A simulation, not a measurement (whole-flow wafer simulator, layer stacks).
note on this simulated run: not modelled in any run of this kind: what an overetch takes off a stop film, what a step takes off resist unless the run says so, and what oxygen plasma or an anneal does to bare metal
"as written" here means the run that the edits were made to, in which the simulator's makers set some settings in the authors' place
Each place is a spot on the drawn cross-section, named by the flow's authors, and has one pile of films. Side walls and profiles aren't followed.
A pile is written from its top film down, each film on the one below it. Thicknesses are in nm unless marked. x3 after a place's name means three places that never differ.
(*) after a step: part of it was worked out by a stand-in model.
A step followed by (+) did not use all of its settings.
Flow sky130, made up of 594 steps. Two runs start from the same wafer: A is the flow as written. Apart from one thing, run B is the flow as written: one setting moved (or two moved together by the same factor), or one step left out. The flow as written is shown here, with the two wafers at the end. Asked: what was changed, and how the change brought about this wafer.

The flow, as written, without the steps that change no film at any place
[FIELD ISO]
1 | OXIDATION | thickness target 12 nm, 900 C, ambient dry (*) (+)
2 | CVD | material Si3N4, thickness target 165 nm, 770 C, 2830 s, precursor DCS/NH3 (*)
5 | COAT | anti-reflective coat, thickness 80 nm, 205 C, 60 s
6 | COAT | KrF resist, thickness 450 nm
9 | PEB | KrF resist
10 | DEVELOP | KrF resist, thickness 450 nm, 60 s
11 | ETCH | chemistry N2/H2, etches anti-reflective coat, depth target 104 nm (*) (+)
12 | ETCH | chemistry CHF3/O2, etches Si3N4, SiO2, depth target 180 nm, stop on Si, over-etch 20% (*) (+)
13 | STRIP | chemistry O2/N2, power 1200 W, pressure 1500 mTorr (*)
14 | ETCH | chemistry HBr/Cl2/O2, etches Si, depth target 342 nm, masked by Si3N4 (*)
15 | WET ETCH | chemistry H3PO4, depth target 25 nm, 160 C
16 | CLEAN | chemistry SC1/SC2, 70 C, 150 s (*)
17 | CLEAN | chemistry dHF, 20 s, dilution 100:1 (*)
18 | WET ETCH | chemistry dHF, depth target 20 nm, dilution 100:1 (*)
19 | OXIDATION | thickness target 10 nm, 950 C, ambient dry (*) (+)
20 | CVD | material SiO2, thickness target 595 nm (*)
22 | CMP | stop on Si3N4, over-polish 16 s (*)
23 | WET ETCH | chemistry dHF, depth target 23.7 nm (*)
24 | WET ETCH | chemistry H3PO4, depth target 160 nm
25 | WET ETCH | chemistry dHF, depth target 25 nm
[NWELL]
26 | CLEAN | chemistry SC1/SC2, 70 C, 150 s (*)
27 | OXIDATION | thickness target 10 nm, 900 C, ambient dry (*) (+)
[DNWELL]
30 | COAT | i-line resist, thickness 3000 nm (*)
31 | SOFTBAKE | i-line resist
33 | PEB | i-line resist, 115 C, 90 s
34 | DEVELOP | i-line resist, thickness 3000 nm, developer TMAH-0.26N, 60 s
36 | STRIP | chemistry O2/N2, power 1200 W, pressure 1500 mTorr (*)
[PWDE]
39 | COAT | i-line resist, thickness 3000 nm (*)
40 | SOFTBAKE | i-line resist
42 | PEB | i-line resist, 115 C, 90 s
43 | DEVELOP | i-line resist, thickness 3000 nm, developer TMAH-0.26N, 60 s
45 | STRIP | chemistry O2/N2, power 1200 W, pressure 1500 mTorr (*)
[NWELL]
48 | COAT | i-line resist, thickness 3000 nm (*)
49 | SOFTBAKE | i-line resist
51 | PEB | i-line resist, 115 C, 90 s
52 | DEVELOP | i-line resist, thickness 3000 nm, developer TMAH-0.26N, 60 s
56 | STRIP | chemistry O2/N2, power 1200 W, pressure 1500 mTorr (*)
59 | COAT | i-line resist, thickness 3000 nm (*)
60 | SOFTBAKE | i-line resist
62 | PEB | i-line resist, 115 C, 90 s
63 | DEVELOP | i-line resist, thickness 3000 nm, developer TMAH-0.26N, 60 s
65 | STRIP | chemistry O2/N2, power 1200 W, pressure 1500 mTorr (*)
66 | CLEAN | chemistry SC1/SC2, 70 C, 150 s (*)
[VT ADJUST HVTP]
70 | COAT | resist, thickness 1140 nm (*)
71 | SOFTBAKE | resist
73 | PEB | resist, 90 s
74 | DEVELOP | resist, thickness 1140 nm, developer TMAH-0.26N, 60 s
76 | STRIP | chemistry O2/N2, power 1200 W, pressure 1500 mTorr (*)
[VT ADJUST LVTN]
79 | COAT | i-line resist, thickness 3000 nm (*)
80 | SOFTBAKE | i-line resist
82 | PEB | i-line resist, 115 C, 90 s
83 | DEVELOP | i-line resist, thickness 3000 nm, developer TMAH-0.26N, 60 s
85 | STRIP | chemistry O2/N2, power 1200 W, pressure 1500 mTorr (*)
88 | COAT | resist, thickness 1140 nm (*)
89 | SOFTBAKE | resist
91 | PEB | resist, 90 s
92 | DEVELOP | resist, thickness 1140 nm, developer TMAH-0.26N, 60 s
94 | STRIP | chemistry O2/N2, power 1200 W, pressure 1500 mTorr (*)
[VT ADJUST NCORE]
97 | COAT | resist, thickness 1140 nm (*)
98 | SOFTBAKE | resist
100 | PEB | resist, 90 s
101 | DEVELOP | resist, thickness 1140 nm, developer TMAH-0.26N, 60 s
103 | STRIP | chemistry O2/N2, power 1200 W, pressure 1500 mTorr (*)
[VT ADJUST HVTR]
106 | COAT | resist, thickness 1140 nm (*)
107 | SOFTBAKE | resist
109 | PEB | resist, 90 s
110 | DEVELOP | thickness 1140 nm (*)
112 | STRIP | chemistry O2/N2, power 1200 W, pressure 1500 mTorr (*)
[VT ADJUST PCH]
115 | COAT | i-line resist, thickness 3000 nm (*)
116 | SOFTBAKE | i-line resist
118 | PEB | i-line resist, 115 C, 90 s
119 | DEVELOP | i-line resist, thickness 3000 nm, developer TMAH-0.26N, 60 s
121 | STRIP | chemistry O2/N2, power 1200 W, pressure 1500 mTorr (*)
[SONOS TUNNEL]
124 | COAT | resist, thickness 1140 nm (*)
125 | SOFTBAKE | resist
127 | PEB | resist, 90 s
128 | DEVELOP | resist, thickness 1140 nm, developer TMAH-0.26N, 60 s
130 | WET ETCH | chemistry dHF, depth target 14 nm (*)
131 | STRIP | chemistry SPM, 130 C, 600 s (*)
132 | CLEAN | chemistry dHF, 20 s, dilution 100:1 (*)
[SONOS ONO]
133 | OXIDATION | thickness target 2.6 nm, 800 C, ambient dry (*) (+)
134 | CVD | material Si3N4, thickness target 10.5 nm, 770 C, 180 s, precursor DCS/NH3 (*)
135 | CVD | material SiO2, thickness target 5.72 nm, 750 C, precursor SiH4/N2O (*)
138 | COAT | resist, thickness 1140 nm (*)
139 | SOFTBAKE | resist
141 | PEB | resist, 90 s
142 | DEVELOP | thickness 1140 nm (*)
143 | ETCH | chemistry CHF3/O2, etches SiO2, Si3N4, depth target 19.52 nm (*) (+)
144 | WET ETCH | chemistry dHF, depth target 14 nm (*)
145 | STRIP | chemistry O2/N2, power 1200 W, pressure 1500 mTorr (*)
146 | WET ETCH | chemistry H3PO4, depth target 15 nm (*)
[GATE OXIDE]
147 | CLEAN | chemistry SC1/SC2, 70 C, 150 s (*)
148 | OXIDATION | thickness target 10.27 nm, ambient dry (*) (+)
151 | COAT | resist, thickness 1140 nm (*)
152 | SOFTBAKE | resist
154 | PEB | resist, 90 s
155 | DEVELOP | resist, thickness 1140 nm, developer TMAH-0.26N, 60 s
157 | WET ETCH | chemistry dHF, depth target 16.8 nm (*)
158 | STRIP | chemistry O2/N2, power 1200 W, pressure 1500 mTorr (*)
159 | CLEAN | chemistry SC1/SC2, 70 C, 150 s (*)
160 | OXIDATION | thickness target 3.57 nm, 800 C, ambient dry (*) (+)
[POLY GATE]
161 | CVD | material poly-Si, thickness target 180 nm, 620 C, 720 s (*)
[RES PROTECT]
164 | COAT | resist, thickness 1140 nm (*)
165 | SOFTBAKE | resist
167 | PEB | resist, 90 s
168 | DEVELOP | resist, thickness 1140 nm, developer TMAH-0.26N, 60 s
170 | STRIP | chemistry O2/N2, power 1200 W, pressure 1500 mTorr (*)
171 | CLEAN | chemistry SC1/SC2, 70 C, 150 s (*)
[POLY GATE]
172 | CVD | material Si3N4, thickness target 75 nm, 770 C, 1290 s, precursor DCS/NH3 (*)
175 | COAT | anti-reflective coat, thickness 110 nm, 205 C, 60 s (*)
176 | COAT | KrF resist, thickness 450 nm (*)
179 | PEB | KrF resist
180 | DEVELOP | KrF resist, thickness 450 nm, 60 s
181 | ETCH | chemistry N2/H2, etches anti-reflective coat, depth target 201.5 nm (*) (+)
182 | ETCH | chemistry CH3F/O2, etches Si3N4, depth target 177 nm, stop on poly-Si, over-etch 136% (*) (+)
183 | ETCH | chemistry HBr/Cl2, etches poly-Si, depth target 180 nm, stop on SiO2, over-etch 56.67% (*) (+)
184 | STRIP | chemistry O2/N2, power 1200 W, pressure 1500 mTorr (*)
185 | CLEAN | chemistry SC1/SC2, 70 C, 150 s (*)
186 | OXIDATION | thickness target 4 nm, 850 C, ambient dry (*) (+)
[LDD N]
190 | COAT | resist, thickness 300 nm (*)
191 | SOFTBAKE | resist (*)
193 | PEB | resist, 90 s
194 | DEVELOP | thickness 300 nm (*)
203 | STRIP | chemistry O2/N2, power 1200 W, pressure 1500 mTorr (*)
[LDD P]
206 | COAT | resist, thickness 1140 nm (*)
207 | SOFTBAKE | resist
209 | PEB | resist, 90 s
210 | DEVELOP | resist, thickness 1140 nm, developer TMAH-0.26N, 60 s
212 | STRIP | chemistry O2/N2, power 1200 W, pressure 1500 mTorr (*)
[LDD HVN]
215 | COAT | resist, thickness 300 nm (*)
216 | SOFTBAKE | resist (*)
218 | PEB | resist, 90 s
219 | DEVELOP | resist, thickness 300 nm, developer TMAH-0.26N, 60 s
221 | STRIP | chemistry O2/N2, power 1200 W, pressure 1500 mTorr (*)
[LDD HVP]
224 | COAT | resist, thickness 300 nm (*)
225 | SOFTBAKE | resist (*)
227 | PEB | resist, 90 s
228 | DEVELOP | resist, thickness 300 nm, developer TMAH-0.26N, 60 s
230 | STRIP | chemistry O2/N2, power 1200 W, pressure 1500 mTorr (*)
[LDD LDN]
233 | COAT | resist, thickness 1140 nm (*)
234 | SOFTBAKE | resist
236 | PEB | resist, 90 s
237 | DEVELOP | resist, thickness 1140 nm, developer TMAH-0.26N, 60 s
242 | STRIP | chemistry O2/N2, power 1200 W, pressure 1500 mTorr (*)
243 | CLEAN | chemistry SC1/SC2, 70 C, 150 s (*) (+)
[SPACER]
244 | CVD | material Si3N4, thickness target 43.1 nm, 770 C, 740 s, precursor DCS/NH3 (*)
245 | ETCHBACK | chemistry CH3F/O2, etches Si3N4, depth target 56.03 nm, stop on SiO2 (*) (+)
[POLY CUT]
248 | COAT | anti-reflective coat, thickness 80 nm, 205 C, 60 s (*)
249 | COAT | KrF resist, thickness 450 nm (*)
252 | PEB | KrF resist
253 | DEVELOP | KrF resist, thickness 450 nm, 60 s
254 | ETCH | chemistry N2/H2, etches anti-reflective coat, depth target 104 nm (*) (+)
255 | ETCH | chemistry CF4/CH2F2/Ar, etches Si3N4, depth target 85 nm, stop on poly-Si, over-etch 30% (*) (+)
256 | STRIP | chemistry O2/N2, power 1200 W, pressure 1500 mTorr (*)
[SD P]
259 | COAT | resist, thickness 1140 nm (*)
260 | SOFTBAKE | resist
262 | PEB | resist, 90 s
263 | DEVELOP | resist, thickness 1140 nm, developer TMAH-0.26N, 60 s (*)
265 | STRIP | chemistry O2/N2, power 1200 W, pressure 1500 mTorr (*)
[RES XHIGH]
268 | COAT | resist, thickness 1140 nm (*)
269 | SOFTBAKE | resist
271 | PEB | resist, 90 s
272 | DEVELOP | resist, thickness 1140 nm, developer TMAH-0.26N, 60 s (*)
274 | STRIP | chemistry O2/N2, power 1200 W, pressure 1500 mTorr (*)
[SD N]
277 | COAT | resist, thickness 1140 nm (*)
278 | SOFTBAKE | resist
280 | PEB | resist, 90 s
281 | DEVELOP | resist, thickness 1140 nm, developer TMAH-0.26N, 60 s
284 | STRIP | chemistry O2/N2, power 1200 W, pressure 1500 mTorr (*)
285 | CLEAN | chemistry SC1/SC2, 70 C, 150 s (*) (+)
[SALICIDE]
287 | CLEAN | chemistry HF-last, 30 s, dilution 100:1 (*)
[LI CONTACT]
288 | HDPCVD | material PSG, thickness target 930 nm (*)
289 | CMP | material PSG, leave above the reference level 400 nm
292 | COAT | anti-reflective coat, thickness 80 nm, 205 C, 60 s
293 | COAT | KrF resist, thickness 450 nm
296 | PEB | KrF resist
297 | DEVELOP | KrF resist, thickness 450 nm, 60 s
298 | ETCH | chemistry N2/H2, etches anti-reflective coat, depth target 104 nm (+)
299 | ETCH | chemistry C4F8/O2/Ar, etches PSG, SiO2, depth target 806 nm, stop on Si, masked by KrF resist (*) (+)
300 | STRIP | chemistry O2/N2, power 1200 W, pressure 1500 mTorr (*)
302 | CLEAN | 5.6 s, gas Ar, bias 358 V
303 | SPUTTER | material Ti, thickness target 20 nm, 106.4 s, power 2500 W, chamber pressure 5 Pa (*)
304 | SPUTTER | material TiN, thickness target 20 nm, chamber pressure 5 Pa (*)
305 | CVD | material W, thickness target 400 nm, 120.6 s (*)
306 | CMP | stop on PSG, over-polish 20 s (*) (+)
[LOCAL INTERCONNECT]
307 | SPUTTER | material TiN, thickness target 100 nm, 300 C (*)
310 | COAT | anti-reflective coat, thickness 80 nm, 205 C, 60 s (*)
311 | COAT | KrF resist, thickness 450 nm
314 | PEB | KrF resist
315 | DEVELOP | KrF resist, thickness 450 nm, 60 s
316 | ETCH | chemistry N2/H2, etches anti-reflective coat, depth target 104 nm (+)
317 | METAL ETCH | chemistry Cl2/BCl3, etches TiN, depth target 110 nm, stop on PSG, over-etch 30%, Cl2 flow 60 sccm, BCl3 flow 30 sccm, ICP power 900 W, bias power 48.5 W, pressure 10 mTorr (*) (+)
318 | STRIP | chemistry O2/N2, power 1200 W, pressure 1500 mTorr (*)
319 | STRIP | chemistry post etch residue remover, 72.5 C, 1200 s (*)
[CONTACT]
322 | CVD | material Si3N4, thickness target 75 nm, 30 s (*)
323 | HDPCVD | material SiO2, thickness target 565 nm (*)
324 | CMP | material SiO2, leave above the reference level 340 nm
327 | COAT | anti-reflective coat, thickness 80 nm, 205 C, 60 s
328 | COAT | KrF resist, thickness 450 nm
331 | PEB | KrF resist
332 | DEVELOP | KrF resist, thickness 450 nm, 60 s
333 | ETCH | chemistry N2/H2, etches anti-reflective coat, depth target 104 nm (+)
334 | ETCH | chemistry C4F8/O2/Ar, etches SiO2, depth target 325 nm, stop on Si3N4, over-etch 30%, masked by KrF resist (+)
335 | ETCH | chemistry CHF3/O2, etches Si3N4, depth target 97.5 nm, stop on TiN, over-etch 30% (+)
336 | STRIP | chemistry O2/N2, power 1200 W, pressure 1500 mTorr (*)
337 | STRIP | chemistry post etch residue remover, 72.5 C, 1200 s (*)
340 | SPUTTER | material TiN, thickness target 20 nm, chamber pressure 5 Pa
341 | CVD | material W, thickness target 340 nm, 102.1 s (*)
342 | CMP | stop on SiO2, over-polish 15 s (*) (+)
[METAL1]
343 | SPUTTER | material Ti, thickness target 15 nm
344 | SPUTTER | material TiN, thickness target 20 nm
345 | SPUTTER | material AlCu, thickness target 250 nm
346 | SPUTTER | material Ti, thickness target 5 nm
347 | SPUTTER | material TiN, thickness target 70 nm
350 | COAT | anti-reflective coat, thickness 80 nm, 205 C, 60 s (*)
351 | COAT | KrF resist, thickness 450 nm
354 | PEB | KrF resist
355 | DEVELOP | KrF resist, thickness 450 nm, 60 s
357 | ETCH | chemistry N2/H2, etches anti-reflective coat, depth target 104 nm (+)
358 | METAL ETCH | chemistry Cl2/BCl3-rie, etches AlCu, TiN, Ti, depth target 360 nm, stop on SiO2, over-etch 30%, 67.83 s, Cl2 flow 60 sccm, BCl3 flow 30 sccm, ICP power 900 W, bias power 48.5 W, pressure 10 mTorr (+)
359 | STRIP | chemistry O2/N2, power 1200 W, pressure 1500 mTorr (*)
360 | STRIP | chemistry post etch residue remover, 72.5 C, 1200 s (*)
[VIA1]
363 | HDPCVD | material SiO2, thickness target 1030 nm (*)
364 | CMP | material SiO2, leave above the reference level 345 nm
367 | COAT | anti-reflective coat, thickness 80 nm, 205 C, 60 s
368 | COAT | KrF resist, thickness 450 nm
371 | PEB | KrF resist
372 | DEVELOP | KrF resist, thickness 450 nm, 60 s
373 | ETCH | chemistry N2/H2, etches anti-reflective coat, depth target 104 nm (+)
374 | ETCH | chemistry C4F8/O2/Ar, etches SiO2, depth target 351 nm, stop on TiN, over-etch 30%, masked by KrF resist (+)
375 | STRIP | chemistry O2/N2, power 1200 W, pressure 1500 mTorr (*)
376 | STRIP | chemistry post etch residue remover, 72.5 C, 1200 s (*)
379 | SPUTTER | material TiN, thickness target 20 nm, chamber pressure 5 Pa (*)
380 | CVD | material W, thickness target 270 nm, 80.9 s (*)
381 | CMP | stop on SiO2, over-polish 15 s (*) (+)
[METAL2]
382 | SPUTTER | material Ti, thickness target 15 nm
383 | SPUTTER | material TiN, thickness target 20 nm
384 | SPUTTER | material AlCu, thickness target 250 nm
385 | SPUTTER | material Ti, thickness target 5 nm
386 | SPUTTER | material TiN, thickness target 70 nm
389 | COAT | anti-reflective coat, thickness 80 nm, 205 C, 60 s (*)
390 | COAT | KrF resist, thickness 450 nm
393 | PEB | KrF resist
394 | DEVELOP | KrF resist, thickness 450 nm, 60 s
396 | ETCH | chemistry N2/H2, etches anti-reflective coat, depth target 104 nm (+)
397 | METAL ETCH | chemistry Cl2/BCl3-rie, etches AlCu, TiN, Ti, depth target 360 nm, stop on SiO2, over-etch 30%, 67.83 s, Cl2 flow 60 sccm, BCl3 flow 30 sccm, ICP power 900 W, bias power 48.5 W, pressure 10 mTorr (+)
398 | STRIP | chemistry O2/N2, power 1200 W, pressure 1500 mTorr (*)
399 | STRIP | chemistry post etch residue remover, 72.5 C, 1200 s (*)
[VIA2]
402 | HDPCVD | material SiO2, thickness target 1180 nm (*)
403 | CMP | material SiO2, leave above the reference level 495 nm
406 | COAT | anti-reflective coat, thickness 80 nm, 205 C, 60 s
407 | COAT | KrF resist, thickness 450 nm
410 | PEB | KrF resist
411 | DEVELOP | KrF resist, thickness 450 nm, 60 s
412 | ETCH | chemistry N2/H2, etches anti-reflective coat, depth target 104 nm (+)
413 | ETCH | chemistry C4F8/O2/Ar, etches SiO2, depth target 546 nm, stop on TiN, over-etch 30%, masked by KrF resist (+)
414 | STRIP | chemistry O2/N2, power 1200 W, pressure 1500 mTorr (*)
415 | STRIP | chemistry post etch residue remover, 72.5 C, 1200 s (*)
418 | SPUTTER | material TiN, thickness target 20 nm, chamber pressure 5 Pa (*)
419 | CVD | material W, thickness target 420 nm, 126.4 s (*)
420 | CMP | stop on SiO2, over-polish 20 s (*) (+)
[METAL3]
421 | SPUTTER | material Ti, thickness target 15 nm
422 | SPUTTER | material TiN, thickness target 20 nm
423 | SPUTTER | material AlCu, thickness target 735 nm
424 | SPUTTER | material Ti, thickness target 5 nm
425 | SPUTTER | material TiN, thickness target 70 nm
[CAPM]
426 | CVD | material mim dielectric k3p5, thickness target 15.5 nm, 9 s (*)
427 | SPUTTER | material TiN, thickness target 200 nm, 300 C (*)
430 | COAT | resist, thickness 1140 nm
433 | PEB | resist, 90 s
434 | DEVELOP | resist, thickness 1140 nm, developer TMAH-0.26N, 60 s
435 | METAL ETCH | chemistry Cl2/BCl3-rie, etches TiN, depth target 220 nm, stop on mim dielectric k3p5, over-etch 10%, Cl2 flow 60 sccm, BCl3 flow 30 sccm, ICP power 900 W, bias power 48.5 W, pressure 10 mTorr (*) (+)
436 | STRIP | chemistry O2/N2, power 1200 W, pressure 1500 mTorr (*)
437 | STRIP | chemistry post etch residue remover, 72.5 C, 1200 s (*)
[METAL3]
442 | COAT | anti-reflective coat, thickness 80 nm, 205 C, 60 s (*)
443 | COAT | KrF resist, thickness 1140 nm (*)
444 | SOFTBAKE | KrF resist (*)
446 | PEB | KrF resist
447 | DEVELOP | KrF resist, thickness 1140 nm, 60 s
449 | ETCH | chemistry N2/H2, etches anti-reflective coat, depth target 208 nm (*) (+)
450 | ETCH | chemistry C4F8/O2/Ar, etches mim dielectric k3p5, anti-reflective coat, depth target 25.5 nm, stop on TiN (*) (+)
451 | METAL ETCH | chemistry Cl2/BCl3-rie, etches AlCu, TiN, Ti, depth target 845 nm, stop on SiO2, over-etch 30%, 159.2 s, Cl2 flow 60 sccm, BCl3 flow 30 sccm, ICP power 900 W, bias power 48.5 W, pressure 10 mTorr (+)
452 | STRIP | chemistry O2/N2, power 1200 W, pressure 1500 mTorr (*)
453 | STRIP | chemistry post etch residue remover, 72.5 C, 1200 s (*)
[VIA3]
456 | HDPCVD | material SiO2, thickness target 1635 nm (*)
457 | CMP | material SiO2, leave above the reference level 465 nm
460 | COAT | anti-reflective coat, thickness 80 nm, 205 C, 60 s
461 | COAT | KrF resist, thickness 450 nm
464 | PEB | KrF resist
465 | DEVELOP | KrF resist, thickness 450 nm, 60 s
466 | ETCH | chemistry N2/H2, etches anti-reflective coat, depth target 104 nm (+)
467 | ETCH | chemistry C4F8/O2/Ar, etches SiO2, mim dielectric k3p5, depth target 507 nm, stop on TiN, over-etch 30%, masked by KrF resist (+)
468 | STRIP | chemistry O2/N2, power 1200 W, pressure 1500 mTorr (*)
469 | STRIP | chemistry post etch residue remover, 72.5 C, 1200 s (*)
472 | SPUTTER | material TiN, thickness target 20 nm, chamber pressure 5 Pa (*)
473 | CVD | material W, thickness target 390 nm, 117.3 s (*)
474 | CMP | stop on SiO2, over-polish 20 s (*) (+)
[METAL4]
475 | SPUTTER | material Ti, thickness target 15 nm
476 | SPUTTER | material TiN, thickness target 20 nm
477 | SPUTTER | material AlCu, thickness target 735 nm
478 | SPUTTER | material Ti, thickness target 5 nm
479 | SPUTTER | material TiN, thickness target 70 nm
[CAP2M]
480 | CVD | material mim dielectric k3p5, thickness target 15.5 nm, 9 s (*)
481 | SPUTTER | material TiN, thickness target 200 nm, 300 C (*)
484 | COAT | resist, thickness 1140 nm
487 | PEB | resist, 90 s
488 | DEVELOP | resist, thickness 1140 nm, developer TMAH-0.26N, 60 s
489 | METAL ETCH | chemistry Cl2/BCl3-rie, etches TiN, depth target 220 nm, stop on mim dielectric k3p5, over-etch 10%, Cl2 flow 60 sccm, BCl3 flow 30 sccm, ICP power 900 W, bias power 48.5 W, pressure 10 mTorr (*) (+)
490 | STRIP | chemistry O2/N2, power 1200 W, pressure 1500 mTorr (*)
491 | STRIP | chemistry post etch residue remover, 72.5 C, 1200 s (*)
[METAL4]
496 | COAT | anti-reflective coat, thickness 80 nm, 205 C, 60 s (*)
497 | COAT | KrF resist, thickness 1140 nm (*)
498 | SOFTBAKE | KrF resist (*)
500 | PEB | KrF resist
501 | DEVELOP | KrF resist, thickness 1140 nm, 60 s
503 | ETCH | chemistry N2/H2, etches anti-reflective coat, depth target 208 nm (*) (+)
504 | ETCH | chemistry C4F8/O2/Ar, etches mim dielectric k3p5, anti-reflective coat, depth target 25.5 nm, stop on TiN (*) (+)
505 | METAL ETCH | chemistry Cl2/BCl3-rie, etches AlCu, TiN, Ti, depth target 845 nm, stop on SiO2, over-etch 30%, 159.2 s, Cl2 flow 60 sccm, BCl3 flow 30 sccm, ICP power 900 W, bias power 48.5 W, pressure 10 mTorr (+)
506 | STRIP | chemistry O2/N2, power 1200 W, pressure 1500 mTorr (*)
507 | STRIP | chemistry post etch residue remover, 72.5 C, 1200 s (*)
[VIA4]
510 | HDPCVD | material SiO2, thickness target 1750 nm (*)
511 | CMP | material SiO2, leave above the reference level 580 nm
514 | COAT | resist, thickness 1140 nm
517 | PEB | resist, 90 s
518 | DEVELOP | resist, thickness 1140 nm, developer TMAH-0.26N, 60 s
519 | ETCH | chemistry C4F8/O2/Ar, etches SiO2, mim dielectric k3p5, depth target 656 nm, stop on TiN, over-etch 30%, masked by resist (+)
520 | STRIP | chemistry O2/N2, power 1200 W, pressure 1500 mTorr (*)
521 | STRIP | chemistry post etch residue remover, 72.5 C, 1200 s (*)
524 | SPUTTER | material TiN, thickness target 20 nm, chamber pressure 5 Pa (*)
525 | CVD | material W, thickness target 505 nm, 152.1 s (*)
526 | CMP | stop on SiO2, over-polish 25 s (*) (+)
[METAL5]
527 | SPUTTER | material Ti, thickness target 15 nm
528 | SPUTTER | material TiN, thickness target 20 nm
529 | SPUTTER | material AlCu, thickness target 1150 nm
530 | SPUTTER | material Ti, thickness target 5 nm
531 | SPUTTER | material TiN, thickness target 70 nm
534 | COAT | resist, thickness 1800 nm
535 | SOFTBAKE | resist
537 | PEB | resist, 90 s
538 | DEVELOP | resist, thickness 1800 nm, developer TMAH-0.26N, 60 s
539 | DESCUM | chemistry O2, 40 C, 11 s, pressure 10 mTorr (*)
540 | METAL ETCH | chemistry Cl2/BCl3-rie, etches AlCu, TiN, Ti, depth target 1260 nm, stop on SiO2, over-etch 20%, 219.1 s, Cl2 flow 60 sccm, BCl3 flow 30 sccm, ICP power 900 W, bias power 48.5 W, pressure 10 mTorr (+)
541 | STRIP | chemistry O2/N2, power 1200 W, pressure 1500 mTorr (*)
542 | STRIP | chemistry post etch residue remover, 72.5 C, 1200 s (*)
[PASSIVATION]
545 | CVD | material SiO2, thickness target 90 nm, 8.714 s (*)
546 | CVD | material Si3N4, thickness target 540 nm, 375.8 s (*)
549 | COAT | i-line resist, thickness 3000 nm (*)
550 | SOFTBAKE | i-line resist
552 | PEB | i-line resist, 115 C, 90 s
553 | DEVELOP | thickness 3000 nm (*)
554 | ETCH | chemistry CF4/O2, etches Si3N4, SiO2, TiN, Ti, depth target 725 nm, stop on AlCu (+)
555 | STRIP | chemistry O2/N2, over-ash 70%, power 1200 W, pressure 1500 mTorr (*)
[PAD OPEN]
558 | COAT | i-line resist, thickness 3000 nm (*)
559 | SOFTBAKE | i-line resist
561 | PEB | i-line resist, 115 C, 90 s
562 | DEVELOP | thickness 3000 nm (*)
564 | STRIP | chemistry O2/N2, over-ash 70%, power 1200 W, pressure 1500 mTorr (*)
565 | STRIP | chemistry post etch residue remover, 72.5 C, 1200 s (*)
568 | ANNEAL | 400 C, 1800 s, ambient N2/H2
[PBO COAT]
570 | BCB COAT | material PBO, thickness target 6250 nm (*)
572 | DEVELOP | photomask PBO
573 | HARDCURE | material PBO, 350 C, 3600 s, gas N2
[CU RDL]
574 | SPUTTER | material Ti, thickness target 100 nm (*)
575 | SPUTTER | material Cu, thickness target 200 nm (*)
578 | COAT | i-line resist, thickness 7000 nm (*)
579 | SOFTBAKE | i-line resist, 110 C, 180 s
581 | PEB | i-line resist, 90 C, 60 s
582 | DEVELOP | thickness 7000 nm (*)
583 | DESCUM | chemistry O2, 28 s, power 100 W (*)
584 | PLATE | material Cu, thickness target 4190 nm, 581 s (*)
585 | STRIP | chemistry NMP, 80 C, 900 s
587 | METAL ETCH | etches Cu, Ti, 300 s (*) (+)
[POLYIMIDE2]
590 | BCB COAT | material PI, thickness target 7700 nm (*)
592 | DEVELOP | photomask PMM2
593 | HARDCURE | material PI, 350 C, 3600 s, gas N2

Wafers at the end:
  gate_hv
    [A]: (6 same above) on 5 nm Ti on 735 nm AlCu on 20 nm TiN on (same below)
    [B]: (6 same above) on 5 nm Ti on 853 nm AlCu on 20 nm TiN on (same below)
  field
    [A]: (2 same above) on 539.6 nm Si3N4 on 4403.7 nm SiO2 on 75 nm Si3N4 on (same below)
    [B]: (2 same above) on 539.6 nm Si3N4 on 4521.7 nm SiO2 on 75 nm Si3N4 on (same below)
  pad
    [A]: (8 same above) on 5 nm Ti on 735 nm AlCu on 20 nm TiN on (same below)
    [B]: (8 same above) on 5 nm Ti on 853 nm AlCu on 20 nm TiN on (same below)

What caused this: step 477, SPUTTER: thickness target 853 nm was run, whereas the flow has thickness target 735 nm.
The wafer itself shows it: gate_hv has AlCu 853, and step 477 as written asks for 735 nm.

How this came from the change, step by step:
  477 | SPUTTER | material AlCu, thickness target 735 nm
      field, active, n_well and 189 more: A +735 AlCu (new film) | B +853 AlCu (new film)
  505 | METAL ETCH | chemistry Cl2/BCl3-rie, etches AlCu, TiN, Ti, depth target 845 nm, stop on SiO2, over-etch 30%, 159.2 s, Cl2 flow 60 sccm, BCl3 flow 30 sccm, ICP power 900 W, bias power 48.5 W, pressure 10 mTorr (+)
      field, active, gate and 70 more: A -70 TiN (all of it), -5 Ti (all of it), -735 AlCu (all of it), -20 TiN (all of it), -15 Ti (all of it), -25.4 SiO2 | B -70 TiN (all of it), -5 Ti (all of it), -853 AlCu (all of it), -20 TiN (all of it), -15 Ti (all of it), -13.6 SiO2
      vpp_iso1, mim_edge_plate, m1_ln and 11 more: A -70 TiN (all of it), -5 Ti (all of it), -735 AlCu (all of it), -20 TiN (all of it), -15 Ti (all of it), -25.3 SiO2 | B -70 TiN (all of it), -5 Ti (all of it), -853 AlCu (all of it), -20 TiN (all of it), -15 Ti (all of it), -13.6 SiO2
      (as well as at 1 more place)
  511 | CMP | material SiO2, leave above the reference level 580 nm
      field, active, gate and 62 more: A -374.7 SiO2 | B -268.4 SiO2
      vpp_ln, vpp_iso2, mim_edge_plate and 11 more: A -374.7 SiO2 | B -268.5 SiO2
      (as well as at 9 more places)
